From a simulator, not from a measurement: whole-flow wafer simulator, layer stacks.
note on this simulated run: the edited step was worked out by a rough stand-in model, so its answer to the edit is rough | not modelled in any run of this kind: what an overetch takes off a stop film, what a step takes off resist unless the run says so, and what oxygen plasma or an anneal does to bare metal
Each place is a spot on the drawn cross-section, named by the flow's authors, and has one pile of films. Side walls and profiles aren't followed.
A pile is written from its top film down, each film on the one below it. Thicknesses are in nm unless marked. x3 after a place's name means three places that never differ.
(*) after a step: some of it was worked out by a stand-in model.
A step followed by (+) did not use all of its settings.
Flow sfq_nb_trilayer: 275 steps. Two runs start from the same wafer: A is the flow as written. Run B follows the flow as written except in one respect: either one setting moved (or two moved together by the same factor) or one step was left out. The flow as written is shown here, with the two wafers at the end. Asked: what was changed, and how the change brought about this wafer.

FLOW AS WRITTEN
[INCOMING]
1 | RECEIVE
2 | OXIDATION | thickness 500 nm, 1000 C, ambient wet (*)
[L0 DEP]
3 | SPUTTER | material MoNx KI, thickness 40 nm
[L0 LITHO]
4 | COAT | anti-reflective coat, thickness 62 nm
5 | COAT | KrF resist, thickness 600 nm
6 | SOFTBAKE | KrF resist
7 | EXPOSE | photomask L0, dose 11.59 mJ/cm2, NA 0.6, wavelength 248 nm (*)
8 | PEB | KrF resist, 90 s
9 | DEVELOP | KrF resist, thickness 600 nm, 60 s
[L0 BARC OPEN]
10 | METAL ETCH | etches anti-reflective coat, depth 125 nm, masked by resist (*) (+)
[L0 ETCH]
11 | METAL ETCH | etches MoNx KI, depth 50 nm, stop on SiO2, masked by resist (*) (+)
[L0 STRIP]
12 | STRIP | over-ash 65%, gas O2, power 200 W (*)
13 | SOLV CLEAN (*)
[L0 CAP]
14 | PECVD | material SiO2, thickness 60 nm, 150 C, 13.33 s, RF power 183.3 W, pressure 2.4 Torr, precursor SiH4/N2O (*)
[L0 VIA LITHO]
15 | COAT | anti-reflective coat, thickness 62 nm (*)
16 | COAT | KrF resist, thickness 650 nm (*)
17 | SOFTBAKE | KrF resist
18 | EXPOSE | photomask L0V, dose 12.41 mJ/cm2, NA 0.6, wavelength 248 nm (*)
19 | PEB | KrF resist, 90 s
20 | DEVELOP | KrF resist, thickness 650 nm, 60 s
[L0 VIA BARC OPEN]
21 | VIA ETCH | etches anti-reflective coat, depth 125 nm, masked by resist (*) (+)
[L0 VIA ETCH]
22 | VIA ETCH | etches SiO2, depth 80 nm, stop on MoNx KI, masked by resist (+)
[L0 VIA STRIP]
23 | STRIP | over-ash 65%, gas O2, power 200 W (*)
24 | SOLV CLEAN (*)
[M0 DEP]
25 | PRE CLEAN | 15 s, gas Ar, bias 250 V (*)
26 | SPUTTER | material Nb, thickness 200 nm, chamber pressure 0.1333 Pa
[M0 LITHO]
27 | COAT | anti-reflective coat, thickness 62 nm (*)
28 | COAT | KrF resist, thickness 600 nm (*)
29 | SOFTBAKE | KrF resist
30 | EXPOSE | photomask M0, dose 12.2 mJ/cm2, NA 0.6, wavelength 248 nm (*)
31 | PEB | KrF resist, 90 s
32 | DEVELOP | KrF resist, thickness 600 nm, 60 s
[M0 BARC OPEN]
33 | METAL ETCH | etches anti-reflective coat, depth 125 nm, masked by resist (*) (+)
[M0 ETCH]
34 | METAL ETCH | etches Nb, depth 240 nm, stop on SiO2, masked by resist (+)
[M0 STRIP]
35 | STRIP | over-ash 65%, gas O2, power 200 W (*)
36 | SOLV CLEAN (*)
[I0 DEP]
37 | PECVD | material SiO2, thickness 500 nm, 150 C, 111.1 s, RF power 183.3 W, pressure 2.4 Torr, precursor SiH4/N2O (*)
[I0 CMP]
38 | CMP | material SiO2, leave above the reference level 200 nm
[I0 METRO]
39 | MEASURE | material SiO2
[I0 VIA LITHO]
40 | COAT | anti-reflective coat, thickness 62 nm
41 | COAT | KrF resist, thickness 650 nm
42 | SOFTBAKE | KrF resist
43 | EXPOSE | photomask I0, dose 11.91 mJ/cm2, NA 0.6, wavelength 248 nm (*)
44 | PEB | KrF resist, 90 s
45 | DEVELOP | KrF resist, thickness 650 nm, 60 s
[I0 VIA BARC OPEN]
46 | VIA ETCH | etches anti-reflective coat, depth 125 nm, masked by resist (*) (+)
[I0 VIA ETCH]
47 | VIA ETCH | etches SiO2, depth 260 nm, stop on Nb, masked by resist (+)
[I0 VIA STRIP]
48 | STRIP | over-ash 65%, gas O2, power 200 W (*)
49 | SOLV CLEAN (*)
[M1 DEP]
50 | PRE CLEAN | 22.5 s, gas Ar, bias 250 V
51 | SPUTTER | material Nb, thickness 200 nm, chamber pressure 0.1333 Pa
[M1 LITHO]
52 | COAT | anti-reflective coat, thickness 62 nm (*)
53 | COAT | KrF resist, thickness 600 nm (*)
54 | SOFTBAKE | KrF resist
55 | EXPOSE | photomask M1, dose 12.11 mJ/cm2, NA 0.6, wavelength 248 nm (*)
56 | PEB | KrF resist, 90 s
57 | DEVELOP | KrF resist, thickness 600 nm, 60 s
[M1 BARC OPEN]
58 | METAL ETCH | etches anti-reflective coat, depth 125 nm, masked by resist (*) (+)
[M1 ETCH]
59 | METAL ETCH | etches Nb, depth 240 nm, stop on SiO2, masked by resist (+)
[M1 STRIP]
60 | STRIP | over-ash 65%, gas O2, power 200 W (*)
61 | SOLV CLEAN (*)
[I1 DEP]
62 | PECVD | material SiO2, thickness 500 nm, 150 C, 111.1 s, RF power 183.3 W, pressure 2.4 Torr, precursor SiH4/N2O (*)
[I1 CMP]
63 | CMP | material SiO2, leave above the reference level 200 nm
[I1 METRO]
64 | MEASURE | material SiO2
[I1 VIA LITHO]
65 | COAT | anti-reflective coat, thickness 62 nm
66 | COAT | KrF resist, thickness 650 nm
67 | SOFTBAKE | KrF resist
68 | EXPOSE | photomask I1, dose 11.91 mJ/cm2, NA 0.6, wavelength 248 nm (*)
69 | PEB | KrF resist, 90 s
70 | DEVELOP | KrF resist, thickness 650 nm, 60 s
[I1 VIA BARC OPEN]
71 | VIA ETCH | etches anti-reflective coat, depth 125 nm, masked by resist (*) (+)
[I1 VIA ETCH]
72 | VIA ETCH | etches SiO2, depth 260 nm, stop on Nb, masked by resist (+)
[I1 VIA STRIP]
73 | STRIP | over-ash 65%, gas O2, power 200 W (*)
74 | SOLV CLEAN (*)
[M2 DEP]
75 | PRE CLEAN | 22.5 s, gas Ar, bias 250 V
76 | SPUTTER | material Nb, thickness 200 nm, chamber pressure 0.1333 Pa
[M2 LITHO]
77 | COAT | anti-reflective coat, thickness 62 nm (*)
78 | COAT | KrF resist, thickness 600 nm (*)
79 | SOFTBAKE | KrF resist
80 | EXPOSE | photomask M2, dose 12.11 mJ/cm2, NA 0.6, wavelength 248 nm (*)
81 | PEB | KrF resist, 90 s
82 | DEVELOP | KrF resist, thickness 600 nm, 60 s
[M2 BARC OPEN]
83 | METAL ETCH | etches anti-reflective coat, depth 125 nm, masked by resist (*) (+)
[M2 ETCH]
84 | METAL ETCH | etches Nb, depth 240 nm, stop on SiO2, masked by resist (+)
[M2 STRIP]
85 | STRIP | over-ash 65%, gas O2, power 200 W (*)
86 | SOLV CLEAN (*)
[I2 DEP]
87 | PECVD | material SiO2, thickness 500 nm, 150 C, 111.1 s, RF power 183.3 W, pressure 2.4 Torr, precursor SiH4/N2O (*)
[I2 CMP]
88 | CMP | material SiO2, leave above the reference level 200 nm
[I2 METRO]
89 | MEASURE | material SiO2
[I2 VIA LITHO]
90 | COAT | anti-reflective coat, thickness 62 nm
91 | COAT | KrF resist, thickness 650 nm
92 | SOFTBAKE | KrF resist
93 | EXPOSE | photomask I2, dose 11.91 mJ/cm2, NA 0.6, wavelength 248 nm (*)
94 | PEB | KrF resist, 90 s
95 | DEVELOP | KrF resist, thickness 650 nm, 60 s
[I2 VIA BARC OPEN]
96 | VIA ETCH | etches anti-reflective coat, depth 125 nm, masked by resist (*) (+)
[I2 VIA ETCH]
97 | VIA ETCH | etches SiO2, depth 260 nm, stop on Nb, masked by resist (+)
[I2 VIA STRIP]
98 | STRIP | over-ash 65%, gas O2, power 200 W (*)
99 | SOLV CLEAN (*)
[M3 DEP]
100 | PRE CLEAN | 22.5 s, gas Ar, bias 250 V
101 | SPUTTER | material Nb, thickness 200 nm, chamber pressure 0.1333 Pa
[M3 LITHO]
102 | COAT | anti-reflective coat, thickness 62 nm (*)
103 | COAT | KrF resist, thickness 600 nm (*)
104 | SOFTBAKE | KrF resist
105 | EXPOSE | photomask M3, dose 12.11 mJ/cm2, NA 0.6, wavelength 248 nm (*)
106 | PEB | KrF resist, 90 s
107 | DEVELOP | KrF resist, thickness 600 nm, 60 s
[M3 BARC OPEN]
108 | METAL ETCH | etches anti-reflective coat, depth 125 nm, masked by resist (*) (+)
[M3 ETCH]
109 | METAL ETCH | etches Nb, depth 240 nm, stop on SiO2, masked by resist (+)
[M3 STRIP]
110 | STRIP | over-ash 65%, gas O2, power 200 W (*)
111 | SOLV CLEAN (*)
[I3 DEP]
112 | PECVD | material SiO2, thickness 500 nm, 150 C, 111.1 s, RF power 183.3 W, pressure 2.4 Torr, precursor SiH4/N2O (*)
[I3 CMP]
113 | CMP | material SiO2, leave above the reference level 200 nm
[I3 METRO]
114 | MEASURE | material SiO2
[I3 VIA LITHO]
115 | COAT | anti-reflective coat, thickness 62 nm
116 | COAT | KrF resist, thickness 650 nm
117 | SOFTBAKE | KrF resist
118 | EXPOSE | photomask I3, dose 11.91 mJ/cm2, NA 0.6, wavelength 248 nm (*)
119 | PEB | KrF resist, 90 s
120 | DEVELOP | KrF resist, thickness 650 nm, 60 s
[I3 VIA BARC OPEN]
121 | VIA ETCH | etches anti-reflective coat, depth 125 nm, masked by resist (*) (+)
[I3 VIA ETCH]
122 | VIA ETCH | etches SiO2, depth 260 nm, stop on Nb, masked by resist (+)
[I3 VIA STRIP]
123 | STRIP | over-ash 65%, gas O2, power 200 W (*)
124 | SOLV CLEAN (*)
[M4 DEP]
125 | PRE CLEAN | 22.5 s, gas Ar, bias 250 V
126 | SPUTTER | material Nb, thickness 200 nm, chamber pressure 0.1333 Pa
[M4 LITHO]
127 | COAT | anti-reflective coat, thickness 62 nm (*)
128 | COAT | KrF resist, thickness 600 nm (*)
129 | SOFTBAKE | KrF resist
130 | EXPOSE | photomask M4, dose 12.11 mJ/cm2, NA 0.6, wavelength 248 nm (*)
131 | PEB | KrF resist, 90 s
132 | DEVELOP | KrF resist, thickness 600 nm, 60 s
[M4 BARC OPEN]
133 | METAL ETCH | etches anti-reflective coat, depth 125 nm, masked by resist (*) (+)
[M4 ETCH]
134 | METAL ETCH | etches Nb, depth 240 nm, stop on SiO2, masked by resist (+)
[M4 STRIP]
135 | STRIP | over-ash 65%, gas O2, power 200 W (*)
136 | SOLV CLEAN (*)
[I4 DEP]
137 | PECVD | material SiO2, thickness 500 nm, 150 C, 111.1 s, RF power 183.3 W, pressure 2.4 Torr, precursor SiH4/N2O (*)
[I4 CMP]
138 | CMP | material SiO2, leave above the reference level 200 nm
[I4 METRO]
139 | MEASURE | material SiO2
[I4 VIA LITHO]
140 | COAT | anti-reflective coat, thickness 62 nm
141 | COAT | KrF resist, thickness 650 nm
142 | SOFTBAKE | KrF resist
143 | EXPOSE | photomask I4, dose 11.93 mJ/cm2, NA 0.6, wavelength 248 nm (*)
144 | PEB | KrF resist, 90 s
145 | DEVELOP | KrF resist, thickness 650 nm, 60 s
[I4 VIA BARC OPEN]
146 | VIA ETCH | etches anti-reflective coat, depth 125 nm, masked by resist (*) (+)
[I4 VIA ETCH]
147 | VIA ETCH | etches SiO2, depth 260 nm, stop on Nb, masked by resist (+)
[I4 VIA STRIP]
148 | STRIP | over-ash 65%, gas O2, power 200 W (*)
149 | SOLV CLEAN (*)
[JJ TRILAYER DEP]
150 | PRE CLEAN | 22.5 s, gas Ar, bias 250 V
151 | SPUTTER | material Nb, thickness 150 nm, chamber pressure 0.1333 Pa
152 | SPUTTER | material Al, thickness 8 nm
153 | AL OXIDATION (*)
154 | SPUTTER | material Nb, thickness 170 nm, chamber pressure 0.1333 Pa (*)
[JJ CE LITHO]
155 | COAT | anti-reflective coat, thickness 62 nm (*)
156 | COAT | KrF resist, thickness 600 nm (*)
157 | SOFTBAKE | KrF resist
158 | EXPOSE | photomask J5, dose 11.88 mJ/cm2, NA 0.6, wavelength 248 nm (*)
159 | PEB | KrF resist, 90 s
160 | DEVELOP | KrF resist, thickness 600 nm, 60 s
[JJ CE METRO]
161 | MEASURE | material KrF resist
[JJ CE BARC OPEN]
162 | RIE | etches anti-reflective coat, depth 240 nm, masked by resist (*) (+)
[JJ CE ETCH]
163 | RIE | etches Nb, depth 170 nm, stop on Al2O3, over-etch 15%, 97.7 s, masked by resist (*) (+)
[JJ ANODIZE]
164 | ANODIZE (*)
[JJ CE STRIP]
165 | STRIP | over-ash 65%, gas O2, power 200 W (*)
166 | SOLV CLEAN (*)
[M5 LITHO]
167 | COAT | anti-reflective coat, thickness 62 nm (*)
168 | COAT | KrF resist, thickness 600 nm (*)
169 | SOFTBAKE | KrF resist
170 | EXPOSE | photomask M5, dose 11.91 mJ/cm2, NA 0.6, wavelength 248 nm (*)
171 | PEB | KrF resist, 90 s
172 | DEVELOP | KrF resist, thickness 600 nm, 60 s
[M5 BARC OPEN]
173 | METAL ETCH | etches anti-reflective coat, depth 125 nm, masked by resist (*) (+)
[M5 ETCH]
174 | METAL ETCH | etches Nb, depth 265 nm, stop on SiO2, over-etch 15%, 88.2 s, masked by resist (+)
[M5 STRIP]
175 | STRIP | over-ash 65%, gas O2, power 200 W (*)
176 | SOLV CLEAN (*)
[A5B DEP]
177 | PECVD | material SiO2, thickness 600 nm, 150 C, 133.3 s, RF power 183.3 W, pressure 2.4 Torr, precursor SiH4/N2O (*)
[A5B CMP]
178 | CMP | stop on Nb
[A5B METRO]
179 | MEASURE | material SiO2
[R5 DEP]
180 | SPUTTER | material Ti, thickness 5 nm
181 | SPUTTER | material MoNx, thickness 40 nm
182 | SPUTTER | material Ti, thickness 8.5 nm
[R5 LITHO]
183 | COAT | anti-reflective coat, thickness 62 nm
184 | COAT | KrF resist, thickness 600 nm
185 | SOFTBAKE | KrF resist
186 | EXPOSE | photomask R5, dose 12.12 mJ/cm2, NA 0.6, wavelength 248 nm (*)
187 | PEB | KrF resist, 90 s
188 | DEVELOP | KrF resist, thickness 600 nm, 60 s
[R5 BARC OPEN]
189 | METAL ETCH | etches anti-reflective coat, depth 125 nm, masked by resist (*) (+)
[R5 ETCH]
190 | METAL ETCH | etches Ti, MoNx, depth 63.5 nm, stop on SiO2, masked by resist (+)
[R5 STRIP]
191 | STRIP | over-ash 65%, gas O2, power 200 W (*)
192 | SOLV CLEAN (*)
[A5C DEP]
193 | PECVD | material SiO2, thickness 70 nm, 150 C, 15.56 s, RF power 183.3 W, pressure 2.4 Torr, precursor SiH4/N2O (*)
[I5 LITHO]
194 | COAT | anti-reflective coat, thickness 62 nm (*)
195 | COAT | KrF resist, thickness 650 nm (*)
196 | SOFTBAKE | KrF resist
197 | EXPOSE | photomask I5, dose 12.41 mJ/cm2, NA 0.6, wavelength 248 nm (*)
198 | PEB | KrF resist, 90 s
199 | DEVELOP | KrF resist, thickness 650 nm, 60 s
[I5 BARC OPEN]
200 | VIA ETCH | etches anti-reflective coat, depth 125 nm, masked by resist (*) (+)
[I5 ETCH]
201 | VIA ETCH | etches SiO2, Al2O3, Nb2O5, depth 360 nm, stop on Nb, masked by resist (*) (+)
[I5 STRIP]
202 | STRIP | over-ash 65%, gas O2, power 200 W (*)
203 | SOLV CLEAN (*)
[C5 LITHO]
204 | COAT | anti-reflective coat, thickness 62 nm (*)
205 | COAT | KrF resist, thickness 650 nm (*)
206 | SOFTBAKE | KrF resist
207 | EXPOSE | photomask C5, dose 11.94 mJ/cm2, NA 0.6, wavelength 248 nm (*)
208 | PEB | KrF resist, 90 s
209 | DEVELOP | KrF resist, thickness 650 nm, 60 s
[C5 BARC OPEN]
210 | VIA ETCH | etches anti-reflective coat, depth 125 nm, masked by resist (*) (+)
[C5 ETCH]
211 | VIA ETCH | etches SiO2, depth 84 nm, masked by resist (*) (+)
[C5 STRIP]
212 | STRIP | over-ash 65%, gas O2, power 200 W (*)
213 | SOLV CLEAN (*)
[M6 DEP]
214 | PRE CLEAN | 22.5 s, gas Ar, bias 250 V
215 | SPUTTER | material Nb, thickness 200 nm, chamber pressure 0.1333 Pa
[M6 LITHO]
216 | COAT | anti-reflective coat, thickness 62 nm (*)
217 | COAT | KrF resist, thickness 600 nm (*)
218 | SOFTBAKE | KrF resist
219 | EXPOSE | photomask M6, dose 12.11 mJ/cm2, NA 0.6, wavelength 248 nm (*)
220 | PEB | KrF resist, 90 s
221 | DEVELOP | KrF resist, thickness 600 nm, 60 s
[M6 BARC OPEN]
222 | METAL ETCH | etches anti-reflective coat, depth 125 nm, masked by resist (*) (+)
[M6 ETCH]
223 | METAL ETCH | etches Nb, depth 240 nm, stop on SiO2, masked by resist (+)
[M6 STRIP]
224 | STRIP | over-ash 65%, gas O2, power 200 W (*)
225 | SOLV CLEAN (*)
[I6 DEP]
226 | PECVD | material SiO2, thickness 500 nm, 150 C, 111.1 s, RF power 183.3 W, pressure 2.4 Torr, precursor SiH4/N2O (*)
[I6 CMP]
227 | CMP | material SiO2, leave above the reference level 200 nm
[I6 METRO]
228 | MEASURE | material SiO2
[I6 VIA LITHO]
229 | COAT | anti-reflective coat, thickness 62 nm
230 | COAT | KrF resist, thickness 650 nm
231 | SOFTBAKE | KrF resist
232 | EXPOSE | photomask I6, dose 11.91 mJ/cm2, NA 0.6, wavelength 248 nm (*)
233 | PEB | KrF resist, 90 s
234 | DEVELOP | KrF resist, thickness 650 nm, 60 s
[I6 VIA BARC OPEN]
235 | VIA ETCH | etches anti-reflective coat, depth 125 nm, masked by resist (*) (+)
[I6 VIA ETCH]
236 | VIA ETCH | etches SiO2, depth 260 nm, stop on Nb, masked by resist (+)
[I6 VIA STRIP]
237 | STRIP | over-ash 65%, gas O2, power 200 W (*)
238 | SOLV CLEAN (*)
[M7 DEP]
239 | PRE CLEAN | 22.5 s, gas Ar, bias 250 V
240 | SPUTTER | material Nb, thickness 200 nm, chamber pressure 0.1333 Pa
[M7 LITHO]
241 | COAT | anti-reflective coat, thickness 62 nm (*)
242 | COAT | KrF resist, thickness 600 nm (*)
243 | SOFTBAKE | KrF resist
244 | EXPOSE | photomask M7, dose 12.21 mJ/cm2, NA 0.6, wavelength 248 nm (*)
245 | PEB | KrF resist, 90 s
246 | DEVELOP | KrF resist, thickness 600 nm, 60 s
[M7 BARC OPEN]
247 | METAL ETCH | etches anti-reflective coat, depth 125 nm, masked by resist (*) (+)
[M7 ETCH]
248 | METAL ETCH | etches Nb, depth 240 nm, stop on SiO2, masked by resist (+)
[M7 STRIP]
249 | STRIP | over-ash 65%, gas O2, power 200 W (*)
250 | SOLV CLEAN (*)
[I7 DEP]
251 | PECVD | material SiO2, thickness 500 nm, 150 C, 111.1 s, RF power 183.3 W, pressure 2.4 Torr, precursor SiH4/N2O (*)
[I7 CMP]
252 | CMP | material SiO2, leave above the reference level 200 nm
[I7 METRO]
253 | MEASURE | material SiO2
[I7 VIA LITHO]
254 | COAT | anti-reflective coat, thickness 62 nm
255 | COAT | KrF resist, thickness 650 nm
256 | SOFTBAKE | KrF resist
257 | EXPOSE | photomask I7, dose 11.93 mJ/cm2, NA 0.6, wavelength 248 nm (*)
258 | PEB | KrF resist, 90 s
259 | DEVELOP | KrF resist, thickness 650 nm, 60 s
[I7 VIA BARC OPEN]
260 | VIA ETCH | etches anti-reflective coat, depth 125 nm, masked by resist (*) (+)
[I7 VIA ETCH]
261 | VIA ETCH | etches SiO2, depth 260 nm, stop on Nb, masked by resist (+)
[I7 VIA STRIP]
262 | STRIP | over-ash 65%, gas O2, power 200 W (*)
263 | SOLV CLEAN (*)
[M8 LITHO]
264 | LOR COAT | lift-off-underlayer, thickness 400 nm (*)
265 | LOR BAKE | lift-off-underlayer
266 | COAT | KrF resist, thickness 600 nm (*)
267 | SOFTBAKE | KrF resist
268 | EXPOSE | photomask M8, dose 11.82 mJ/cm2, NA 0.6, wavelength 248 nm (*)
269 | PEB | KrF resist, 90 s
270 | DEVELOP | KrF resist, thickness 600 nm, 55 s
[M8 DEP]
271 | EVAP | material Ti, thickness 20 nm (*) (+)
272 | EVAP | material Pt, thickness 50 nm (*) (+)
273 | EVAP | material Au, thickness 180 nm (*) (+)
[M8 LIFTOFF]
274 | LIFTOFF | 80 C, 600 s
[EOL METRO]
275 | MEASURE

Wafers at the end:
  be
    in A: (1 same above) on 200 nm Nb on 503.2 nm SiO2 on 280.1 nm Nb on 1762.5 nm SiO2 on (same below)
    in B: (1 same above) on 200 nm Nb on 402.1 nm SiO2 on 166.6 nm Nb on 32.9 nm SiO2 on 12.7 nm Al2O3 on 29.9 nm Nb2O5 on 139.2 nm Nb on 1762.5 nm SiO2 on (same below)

Cause: step 201, VIA ETCH: depth 176 nm was run, whereas the flow has depth 360 nm.

How this came from the change, step by step:
  201 | VIA ETCH | etches SiO2, Al2O3, Nb2O5, depth 360 nm, stop on Nb, masked by resist (*) (+)
      be: A -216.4 SiO2 (all of it), -12.7 Al2O3 (all of it), -29.9 Nb2O5 (all of it) | B -176 SiO2
      field_l, v_sur, via_wl and 102 more: A -240 KrF resist | B -117.3 KrF resist
  202 | STRIP | over-ash 65%, gas O2, power 200 W (*)
      p4_fl, p4_fm, p4_w1 and 44 more: A -333.1 KrF resist (all of it), -62 anti-reflective coat (all of it) | B -455.8 KrF resist (all of it), -62 anti-reflective coat (all of it)
      wl_b_m5, wl_b_sr, wl_c_sl and 11 more: A -333 KrF resist (all of it), -62 anti-reflective coat (all of it) | B -455.7 KrF resist (all of it), -62 anti-reflective coat (all of it)
      (and at 44 other places as well)
  204 | COAT | anti-reflective coat, thickness 62 nm (*)
      wire: A +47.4 anti-reflective coat (new film) | B +49.8 anti-reflective coat (new film)
      be: A +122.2 anti-reflective coat (new film) | B +109.9 anti-reflective coat (new film)
      (and at 1 other place as well)
  205 | COAT | KrF resist, thickness 650 nm (*)
      be: A +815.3 KrF resist (new film) | B +755.9 KrF resist (new film)
  212 | STRIP | over-ash 65%, gas O2, power 200 W (*)
      wire: A -555.8 KrF resist (all of it), -47.4 anti-reflective coat (all of it) | B -560.5 KrF resist (all of it), -49.8 anti-reflective coat (all of it)
      be: A -728.2 KrF resist (all of it), -122.2 anti-reflective coat (all of it) | B -668.8 KrF resist (all of it), -109.9 anti-reflective coat (all of it)
      (and at 1 other place as well)
  214 | PRE CLEAN | 22.5 s, gas Ar, bias 250 V
      be: A -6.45 Nb | B -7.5 SiO2
  215 | SPUTTER | material Nb, thickness 200 nm, chamber pressure 0.1333 Pa
      be: A +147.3 Nb | B +166.6 Nb (new film)
  216 | COAT | anti-reflective coat, thickness 62 nm (*)
      wire: A +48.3 anti-reflective coat (new film) | B +51 anti-reflective coat (new film)
      be: A +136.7 anti-reflective coat (new film) | B +120.6 anti-reflective coat (new film)
      (and at 1 other place as well)
  217 | COAT | KrF resist, thickness 600 nm (*)
      be: A +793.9 KrF resist (new film) | B +723.3 KrF resist (new film)
  224 | STRIP | over-ash 65%, gas O2, power 200 W (*)
      wire: A -369.8 KrF resist (all of it), -48.3 anti-reflective coat (all of it) | B -375.9 KrF resist (all of it), -51 anti-reflective coat (all of it)
      be: A -575.8 KrF resist (all of it), -136.7 anti-reflective coat (all of it) | B -505.4 KrF resist (all of it), -120.6 anti-reflective coat (all of it)
      (and at 1 other place as well)
  226 | PECVD | material SiO2, thickness 500 nm, 150 C, 111.1 s, RF power 183.3 W, pressure 2.4 Torr, precursor SiH4/N2O (*)
      be: A +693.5 SiO2 (new film) | B +592.3 SiO2 (new film)
If metal films that touch count as one body, be has 4 bodies (between them, from the top down: SiO2 402.1; SiO2 32.9 / Al2O3 12.7 / Nb2O5 29.9; SiO2 1762.5); the flow as written gives 3 bodies (between them, from the top down: SiO2 503.2; SiO2 1762.5).
